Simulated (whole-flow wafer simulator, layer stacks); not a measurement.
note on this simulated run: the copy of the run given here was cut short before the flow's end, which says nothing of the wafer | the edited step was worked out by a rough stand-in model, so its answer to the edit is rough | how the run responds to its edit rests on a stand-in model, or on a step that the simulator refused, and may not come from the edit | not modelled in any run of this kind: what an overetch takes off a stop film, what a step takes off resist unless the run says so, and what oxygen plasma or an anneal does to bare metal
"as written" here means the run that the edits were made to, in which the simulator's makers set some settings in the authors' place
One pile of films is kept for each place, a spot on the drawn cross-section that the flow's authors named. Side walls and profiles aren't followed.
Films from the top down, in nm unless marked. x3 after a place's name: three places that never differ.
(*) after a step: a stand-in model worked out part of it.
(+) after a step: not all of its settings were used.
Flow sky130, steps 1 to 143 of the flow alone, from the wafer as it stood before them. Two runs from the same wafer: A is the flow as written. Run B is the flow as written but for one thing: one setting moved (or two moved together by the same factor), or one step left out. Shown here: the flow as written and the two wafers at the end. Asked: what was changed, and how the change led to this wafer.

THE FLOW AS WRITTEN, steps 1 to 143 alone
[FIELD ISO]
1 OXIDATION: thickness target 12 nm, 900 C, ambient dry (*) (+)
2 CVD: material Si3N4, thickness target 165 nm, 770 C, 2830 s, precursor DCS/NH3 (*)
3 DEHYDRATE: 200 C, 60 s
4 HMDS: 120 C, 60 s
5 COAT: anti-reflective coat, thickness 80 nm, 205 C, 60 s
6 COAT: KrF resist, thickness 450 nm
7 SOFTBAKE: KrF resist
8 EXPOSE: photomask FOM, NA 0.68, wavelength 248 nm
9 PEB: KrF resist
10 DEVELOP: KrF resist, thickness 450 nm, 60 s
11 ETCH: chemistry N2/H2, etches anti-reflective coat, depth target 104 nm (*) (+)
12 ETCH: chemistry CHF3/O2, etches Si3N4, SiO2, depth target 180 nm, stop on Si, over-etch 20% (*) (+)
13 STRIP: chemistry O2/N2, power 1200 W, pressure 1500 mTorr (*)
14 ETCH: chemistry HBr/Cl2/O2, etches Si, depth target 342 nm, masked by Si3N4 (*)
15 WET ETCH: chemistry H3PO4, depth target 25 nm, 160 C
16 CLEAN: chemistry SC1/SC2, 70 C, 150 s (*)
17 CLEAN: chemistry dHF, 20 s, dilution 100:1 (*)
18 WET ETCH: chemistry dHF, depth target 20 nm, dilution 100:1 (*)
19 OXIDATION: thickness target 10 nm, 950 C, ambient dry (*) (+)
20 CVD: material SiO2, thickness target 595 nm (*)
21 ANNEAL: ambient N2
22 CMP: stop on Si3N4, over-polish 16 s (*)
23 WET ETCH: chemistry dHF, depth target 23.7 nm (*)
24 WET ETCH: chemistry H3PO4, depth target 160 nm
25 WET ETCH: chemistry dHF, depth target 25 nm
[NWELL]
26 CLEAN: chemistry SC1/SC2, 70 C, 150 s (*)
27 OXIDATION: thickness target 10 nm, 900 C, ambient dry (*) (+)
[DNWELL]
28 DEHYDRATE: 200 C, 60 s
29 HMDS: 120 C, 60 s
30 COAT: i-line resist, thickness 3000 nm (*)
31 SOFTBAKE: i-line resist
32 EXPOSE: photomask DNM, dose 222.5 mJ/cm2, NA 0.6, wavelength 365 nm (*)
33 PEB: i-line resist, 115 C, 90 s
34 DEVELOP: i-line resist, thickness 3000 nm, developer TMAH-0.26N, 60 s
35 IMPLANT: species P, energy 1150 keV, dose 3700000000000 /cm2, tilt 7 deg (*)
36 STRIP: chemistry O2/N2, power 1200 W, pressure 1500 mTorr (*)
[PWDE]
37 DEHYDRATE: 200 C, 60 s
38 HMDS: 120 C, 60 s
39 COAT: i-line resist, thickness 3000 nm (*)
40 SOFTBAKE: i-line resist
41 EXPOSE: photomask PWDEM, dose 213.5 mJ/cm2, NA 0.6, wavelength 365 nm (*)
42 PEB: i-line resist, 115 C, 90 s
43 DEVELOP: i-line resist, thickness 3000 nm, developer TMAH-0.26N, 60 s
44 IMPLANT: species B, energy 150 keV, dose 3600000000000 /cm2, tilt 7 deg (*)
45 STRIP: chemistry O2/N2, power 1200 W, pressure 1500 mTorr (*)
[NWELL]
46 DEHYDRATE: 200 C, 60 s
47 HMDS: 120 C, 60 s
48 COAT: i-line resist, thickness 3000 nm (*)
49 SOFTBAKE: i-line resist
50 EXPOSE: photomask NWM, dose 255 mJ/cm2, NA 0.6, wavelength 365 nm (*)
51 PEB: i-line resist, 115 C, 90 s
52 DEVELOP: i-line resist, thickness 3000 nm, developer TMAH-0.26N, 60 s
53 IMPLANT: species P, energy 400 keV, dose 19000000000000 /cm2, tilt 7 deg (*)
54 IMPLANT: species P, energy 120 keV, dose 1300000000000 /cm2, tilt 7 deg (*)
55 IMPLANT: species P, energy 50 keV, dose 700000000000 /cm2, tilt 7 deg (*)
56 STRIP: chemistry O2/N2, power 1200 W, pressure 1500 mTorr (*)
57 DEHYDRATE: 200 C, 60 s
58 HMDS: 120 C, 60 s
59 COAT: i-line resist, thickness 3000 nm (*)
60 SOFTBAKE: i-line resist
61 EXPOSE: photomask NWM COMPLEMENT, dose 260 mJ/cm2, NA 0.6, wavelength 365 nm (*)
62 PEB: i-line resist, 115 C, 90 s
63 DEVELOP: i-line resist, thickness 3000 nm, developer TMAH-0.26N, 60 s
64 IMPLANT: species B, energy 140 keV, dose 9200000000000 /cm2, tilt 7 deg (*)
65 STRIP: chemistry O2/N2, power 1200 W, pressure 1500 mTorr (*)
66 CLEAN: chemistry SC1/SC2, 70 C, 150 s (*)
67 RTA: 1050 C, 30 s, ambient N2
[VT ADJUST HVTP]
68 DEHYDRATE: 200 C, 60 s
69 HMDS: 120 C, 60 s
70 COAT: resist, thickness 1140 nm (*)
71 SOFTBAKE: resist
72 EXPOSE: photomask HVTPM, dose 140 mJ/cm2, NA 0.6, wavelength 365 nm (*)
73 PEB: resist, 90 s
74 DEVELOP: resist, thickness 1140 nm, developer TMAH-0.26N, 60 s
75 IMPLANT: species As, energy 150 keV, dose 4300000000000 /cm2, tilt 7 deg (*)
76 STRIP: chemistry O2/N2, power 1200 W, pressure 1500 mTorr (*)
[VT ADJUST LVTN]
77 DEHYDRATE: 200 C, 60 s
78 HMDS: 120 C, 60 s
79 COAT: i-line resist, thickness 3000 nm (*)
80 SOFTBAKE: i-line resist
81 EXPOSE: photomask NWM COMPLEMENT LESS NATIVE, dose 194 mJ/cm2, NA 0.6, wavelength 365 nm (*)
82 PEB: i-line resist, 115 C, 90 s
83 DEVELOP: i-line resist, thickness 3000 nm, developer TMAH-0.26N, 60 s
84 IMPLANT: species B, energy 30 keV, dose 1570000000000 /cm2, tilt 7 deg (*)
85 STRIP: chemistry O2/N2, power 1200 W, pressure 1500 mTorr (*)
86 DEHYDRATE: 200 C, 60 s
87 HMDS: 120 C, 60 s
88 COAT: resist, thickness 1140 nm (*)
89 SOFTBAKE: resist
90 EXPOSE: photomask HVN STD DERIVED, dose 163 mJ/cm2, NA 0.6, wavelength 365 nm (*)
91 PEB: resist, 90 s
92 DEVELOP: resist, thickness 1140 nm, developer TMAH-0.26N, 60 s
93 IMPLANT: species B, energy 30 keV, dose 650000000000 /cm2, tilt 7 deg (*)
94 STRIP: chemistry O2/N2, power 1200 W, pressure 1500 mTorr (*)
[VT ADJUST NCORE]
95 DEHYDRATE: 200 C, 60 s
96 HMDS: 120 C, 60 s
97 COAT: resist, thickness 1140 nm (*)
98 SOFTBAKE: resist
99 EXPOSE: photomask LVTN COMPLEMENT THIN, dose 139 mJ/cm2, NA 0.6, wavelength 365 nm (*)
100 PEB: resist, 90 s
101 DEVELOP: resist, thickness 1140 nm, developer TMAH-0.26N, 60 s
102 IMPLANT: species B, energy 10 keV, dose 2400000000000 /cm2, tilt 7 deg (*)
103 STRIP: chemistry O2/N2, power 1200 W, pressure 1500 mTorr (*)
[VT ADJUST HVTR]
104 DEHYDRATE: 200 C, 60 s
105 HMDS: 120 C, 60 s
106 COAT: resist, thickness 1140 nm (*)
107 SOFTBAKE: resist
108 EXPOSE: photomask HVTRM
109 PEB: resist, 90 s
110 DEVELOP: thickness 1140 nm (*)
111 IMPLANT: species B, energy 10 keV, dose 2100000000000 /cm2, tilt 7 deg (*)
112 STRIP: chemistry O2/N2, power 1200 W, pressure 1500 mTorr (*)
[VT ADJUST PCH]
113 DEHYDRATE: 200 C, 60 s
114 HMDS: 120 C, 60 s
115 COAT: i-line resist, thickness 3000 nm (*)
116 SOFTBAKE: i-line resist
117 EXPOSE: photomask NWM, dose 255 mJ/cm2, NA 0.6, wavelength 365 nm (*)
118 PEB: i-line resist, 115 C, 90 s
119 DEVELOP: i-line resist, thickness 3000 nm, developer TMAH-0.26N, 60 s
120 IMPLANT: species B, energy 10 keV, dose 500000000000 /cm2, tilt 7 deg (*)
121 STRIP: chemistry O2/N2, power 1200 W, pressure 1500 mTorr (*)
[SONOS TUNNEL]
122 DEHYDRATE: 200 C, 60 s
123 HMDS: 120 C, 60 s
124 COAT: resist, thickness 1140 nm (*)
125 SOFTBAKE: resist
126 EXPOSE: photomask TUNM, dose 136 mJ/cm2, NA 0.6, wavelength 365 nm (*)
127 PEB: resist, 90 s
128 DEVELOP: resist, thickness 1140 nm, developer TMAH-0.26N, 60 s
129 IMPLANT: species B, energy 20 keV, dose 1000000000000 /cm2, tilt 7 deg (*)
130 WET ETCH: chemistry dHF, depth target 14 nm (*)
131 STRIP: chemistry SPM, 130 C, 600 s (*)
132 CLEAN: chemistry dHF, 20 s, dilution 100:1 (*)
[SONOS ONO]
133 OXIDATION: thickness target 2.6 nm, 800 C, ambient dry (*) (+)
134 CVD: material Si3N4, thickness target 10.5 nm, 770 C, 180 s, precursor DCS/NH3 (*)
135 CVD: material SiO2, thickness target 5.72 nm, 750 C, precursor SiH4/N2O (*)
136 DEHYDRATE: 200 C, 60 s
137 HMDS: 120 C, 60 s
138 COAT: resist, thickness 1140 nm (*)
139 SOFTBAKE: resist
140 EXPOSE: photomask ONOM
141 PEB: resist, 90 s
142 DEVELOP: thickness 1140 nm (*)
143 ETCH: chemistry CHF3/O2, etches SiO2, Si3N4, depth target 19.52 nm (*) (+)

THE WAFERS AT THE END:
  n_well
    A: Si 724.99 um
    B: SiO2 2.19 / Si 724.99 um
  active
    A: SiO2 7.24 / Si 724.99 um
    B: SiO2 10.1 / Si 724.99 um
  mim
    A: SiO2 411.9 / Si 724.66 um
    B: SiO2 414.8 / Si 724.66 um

The cause: step 143, ETCH: depth target 16.63 nm was run, where the flow has depth target 19.52 nm.

How the change led to this, step by step:
  143 ETCH: chemistry CHF3/O2, etches SiO2, Si3N4, depth target 19.52 nm (*) (+)
      n_well, sonos_sd: A SiO2 -5.72 (all of it), Si3N4 -10.5 (all of it), SiO2 -2.6 (all of it), Si -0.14 | B SiO2 -5.72 (all of it), Si3N4 -10.5 (all of it), SiO2 -0.41
      field, active, p_well x5 and 179 more: A SiO2 -5.72 (all of it), Si3N4 -10.5 (all of it), SiO2 -3.3 | B SiO2 -5.72 (all of it), Si3N4 -10.5 (all of it), SiO2 -0.41
      (and at 2 more places)
